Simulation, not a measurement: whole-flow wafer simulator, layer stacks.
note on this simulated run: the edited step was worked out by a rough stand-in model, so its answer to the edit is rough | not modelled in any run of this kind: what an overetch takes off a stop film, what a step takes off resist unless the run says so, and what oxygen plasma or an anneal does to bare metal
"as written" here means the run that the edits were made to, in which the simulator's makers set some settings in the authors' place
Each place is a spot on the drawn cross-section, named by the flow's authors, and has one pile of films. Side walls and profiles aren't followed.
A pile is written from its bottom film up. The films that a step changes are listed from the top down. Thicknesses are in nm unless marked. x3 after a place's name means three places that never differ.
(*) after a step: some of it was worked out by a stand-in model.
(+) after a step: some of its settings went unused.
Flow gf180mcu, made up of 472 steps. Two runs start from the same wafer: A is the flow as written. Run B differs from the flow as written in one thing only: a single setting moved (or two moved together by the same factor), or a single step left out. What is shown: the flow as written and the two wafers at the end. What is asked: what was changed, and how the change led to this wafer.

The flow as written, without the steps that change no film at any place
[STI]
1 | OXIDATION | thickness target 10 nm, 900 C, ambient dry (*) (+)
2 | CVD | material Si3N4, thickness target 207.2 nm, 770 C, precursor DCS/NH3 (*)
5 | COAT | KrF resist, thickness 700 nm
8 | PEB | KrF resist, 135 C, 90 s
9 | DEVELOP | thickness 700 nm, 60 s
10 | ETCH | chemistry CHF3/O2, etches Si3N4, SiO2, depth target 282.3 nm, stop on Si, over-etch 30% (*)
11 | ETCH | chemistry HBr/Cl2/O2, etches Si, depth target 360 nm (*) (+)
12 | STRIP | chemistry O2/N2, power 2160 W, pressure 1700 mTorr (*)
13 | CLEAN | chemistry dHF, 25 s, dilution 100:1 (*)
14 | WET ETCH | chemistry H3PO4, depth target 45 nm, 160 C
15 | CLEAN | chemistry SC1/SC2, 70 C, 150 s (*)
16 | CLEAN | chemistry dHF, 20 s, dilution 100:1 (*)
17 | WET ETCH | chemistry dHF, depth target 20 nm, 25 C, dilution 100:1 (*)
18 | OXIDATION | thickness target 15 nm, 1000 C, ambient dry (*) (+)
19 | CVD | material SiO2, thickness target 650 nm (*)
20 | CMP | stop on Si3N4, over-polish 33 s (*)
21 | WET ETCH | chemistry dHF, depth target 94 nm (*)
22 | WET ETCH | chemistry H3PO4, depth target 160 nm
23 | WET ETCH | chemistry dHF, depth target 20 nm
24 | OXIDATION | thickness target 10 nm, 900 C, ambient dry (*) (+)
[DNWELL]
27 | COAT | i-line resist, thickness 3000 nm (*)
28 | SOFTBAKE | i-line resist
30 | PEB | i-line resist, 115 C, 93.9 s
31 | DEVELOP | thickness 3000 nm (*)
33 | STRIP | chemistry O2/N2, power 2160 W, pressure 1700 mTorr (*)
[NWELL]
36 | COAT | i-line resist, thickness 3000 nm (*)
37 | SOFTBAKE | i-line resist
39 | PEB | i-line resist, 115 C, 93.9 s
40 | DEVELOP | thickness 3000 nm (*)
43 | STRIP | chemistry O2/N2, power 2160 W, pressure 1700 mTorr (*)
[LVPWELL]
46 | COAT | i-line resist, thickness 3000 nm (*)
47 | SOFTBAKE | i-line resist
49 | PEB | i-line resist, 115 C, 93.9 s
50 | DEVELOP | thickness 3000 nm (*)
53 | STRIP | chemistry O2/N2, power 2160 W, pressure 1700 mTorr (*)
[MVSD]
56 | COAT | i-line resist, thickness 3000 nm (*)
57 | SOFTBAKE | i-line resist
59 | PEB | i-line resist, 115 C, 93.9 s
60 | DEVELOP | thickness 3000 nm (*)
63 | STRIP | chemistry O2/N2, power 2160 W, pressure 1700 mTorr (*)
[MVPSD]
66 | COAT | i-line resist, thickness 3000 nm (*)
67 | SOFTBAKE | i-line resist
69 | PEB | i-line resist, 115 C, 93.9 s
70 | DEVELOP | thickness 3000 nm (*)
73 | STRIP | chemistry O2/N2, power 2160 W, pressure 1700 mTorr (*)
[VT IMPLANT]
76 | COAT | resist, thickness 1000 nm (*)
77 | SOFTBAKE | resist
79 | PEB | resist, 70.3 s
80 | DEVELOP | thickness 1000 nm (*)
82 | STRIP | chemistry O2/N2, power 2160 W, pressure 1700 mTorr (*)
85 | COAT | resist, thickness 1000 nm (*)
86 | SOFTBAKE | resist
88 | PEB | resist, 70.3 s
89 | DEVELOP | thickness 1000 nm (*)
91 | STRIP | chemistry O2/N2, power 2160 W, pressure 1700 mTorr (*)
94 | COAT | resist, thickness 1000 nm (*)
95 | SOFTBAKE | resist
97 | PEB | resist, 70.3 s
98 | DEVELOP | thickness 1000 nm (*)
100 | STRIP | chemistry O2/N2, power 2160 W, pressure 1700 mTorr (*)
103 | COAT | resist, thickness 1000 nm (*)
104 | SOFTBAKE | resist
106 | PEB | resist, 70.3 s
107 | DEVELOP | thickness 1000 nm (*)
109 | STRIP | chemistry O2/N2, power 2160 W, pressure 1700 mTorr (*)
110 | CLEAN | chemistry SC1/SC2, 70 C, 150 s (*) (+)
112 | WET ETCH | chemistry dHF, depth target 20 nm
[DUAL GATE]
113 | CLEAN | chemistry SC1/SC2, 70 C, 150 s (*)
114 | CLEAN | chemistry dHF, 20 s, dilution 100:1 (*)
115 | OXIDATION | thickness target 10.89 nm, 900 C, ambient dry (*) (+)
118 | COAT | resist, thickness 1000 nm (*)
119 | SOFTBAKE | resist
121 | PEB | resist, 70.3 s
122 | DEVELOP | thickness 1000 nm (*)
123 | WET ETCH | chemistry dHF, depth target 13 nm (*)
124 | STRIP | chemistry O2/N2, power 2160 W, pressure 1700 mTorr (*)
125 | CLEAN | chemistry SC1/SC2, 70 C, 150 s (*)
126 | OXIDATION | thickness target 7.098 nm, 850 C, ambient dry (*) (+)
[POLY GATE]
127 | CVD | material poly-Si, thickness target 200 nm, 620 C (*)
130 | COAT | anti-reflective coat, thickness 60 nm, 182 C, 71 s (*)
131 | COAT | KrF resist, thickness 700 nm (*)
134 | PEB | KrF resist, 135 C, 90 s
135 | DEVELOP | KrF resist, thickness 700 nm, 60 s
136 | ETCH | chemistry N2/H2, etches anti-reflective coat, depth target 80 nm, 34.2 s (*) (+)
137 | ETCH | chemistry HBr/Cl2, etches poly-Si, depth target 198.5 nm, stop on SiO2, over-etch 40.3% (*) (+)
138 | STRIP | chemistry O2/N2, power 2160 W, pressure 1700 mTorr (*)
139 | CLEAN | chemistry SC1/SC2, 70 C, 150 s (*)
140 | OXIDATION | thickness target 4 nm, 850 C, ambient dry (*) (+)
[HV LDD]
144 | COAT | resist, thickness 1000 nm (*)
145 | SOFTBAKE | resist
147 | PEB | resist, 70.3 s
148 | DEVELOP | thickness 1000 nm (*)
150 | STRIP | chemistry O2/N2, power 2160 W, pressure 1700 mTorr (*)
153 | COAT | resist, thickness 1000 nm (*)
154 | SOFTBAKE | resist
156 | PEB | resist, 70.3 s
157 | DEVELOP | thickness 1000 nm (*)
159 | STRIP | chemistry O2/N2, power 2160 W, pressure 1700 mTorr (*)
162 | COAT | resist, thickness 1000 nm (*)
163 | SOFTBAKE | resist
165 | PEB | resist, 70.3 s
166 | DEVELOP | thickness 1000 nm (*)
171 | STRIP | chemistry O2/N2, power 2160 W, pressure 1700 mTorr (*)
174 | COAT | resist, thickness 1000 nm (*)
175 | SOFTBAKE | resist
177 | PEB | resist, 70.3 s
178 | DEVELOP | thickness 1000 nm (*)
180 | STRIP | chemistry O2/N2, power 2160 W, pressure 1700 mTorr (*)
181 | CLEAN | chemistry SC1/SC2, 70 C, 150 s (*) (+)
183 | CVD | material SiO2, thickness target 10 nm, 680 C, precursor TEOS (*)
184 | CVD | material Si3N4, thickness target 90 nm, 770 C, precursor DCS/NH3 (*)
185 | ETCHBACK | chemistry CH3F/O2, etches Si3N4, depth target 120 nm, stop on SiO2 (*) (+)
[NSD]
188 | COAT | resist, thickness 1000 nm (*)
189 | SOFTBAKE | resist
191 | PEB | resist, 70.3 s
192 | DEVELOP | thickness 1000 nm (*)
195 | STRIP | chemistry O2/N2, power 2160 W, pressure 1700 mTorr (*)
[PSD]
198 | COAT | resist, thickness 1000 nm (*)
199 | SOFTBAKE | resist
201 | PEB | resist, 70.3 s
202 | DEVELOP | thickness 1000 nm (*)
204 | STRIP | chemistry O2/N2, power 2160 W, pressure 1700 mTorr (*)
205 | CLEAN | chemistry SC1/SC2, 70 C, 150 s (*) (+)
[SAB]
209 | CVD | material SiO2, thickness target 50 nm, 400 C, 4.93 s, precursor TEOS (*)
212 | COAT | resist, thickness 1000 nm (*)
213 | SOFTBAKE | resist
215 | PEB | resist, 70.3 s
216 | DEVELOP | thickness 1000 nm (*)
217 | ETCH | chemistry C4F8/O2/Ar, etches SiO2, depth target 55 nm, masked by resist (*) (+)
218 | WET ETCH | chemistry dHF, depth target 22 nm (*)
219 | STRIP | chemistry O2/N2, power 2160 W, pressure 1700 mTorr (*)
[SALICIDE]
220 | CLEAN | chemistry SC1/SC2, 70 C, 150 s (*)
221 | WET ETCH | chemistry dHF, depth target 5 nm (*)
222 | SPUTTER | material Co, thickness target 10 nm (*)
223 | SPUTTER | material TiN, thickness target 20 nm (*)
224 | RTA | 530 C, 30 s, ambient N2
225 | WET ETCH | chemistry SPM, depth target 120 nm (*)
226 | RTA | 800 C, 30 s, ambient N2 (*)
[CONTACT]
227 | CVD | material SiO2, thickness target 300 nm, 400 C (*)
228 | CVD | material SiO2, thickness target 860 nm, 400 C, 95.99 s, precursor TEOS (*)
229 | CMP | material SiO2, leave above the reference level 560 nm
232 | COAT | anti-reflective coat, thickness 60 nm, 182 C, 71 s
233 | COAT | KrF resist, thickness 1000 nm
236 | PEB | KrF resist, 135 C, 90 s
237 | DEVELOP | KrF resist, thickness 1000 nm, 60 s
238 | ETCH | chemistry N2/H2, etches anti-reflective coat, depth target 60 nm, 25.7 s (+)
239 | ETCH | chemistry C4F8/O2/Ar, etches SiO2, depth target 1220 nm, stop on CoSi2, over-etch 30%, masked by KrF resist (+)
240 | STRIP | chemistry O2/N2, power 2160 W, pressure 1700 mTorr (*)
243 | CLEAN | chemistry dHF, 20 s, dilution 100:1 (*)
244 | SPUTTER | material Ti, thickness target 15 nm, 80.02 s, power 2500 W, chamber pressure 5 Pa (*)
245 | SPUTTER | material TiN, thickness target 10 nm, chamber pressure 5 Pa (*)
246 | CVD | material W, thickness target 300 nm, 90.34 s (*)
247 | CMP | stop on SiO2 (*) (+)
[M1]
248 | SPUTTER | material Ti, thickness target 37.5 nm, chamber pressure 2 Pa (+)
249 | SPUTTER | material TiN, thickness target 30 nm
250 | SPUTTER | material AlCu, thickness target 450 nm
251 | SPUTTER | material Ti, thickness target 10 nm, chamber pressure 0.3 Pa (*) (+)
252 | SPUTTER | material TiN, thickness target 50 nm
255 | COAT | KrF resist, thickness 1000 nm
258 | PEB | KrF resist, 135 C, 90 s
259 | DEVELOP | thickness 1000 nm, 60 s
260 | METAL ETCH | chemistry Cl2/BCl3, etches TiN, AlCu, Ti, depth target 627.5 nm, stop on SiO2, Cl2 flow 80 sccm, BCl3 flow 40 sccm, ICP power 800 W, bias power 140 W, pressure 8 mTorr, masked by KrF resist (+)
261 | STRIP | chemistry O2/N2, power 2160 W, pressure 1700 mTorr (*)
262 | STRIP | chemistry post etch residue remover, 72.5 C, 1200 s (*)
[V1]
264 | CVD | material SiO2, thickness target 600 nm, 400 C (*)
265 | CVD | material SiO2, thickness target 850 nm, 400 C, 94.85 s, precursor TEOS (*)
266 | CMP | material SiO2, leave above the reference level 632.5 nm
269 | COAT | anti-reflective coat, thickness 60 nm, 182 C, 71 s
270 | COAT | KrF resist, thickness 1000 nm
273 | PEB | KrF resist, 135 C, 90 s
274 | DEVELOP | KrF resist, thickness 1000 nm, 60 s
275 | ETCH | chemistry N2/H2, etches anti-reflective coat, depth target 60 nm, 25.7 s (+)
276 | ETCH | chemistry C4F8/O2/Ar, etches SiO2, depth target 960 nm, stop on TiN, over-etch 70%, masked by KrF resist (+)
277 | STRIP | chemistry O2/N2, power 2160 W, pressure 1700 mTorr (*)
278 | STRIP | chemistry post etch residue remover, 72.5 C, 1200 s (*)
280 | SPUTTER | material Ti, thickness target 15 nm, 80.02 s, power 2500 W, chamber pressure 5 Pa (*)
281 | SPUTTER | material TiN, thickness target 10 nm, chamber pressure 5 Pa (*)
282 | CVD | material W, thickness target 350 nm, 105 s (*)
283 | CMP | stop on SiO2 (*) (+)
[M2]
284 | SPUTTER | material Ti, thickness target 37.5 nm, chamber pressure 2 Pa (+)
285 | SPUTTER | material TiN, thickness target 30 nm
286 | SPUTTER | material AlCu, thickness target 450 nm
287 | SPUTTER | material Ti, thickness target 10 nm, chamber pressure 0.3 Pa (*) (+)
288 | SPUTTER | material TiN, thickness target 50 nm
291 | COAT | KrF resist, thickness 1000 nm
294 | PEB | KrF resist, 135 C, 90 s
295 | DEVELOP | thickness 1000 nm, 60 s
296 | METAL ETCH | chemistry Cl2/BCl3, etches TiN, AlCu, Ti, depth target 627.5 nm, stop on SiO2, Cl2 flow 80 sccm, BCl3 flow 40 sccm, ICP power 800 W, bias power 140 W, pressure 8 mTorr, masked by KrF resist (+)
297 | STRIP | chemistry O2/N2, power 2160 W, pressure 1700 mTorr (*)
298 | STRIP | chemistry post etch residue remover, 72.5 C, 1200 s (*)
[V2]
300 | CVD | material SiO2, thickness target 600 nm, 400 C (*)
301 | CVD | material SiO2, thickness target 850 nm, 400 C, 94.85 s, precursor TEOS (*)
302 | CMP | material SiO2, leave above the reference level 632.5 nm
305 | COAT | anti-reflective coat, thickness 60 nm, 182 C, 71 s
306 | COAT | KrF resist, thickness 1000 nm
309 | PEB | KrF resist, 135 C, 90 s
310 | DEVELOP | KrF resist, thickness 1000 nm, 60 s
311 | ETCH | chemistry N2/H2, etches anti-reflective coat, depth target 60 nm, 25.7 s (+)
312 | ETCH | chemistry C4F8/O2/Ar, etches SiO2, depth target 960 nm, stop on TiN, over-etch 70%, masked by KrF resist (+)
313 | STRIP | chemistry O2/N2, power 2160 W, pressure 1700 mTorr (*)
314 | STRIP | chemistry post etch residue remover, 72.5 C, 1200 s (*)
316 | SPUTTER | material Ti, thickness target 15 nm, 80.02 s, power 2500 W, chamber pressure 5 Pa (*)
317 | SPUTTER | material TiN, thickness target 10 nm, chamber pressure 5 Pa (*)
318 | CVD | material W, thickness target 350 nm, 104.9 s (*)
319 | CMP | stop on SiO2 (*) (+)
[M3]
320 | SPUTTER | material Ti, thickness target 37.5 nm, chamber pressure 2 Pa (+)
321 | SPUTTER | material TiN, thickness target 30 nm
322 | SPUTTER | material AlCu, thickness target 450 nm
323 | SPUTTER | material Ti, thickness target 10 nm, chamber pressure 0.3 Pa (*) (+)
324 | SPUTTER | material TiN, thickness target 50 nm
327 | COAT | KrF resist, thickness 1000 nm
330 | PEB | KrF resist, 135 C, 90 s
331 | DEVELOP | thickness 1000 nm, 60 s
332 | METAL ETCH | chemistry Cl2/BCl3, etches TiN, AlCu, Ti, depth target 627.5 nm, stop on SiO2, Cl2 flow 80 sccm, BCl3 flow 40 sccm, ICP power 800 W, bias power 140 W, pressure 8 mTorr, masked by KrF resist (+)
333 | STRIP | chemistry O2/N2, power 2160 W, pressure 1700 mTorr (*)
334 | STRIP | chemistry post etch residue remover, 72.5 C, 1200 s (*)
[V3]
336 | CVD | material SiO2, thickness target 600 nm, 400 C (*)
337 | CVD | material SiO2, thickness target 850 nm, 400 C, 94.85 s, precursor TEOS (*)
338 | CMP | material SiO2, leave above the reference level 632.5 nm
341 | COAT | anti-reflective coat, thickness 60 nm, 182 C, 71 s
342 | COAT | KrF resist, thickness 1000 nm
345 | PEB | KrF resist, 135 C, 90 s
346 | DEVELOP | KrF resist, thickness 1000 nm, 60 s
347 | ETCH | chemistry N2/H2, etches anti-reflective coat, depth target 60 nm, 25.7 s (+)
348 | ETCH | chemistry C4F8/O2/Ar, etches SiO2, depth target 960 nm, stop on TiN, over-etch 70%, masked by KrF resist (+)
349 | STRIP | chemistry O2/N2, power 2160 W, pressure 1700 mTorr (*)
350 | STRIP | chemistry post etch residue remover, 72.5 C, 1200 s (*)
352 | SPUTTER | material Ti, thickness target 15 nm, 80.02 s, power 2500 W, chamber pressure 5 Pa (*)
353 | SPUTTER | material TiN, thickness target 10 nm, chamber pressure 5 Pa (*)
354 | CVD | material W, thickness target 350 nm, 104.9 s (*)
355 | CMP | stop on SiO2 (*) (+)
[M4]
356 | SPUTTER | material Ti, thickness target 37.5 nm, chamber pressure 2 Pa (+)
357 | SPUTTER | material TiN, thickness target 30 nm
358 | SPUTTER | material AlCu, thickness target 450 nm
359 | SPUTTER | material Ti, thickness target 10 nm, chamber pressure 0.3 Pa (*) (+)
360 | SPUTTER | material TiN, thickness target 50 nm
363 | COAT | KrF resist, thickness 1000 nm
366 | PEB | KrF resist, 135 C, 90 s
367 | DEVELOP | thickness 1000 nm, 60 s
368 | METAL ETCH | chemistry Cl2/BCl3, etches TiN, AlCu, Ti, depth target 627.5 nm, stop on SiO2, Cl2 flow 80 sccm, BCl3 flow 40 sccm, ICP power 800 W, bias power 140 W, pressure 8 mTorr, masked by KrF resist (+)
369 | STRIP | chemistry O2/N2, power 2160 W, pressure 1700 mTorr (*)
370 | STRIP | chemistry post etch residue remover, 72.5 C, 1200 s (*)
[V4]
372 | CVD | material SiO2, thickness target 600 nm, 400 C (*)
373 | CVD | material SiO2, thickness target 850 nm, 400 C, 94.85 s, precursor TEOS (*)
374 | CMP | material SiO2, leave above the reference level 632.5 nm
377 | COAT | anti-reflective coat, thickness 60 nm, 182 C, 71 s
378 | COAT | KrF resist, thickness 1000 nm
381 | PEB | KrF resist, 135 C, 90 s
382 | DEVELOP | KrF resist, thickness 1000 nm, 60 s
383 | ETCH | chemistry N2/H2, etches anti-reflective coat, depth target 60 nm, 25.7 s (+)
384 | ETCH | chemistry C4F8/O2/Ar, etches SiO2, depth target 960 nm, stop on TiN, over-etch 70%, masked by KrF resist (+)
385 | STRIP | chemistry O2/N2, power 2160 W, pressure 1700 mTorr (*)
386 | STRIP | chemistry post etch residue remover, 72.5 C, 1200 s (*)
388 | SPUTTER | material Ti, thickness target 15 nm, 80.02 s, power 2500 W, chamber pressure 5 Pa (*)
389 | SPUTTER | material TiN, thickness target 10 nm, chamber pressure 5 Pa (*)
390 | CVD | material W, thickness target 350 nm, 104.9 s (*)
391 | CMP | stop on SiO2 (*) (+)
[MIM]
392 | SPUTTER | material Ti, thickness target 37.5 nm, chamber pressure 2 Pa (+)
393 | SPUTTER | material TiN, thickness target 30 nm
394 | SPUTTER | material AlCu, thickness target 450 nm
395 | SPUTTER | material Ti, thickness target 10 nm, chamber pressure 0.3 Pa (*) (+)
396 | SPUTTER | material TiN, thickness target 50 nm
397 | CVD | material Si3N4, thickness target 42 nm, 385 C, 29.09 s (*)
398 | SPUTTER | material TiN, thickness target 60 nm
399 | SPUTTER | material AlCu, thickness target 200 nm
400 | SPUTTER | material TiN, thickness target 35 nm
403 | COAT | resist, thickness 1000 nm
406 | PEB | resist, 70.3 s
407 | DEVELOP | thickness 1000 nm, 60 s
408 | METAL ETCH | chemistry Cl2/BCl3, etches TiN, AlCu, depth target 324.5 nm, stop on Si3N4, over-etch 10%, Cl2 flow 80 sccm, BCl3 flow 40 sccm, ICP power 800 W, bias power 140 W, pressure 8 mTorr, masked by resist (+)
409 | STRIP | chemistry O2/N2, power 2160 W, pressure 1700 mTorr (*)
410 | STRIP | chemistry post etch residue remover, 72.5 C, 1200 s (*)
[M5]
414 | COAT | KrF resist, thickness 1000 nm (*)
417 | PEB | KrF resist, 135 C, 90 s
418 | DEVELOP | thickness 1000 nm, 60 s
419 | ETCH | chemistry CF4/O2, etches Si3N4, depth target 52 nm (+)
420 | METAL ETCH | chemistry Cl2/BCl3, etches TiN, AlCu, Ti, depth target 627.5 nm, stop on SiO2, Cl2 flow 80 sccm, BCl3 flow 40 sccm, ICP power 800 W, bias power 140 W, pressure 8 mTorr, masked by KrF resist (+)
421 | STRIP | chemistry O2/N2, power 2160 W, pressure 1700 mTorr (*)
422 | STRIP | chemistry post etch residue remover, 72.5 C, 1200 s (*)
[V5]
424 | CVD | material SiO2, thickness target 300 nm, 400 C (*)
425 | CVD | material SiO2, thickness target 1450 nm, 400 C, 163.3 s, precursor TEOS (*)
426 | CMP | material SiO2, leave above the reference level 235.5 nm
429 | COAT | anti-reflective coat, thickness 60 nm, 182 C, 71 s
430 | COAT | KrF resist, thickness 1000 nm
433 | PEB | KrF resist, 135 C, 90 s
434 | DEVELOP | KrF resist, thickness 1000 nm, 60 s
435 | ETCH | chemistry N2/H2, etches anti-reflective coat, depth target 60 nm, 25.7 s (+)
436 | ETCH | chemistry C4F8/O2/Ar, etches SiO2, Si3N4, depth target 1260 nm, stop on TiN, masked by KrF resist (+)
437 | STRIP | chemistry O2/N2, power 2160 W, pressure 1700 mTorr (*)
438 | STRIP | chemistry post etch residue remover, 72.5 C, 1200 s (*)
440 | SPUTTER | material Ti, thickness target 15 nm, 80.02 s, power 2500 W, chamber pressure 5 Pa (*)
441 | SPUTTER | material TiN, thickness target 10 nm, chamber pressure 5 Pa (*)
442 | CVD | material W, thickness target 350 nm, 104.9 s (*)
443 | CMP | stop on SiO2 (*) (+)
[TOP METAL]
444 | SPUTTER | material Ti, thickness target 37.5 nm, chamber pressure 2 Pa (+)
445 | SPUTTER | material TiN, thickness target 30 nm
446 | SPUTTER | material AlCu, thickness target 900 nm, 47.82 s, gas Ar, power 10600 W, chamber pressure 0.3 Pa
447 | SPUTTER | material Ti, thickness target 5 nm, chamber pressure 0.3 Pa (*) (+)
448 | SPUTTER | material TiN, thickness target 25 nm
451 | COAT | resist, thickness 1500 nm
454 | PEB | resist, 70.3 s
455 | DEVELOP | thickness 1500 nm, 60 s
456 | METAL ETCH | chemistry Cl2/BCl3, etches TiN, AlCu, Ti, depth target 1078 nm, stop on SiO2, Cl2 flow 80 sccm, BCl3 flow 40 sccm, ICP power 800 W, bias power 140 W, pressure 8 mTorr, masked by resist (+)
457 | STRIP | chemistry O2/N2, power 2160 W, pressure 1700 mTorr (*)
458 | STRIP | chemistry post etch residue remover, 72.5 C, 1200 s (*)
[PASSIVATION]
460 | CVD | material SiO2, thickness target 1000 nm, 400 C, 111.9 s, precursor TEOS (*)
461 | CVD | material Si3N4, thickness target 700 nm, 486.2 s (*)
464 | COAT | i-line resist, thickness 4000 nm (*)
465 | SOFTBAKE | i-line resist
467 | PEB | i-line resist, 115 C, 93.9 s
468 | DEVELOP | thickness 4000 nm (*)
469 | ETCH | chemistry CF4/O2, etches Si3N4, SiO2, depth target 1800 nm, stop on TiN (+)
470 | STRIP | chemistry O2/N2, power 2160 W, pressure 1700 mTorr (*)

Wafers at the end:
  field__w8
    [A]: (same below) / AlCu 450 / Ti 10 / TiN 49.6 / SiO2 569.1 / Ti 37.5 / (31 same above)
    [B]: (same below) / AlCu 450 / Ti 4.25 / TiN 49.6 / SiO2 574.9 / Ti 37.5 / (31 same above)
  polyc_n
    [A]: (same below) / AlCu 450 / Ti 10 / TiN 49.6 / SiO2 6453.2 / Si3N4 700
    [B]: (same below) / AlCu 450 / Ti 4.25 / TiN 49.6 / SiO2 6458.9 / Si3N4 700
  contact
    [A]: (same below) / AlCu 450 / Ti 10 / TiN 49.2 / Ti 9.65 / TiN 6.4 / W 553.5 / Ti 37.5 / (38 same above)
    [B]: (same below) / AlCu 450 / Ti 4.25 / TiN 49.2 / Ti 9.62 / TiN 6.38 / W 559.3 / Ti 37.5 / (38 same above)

Cause: step 251, SPUTTER: thickness target 4.25 nm was run, while the flow as written has thickness target 10 nm.
The wafer itself shows it: field__w8 has Ti 4.25, and step 251 as written asks for 10 nm.

The path from the change to this, step by step:
  251 | SPUTTER | material Ti, thickness target 10 nm, chamber pressure 0.3 Pa (*) (+)
      field, field__w1, field__w2 and 108 more: A Ti gains 10 (new film) | B Ti gains 4.25 (new film)
  260 | METAL ETCH | chemistry Cl2/BCl3, etches TiN, AlCu, Ti, depth target 627.5 nm, stop on SiO2, Cl2 flow 80 sccm, BCl3 flow 40 sccm, ICP power 800 W, bias power 140 W, pressure 8 mTorr, masked by KrF resist (+)
      field, field__w1, field__w2 and 99 more: A TiN loses 50 (all of it), Ti loses 10 (all of it), AlCu loses 450 (all of it), TiN loses 30 (all of it), Ti loses 37.5 (all of it) | B TiN loses 50 (all of it), Ti loses 4.25 (all of it), AlCu loses 450 (all of it), TiN loses 30 (all of it), Ti loses 37.5 (all of it)
